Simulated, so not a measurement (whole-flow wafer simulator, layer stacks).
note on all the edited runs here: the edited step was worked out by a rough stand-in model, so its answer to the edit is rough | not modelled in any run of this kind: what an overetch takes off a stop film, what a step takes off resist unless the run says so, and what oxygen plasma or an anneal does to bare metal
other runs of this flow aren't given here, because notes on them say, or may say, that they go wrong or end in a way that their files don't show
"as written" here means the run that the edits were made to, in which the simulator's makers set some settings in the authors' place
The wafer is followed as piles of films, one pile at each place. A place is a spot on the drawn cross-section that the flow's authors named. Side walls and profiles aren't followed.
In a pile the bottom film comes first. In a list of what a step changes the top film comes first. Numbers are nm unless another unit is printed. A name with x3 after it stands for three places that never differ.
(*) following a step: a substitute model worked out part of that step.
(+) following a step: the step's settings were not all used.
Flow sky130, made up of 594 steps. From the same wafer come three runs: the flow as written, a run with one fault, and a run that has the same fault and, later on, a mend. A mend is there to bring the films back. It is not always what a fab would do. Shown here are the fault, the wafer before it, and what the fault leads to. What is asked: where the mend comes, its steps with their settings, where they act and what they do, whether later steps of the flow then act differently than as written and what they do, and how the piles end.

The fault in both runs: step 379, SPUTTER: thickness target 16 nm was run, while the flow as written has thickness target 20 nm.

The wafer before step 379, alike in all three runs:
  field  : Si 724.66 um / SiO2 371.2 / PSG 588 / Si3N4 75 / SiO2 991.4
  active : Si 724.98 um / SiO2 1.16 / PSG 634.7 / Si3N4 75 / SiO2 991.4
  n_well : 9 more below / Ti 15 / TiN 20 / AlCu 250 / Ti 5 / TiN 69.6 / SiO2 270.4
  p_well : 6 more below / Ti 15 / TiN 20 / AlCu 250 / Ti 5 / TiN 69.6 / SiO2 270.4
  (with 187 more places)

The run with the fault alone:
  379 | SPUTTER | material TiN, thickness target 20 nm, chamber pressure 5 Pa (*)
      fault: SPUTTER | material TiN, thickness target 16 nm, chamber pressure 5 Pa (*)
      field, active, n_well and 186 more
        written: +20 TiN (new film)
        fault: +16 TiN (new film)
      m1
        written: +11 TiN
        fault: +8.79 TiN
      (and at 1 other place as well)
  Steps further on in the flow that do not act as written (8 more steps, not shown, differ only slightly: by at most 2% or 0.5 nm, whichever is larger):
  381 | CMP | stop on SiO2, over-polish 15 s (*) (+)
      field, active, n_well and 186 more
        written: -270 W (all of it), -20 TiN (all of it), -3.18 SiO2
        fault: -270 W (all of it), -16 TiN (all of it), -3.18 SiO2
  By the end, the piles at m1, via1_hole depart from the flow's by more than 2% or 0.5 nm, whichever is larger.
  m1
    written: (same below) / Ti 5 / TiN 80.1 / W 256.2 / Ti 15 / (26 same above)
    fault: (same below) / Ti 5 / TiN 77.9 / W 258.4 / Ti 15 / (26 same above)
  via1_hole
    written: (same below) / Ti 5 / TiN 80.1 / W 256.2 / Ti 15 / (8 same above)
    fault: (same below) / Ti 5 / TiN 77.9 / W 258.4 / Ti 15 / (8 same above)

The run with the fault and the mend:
  The mend stands after step 379.
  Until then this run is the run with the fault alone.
  379a | SPUTTER | material TiN, thickness target 4 nm, chamber pressure 5 Pa (*) (the flow's step 379, run once more with other settings)
      field, active, n_well and 186 more
        +4 TiN
      m1
        +2.17 TiN
      via1_hole
        +2.15 TiN
  Later steps of the flow that are run all act as written at every place that is followed, up to a difference of at most 2% or 0.5 nm, whichever is larger.
  When the end is reached, the piles differ only a little from the flow's at the places that both follow, at most by 2% or 0.5 nm, whichever is larger.
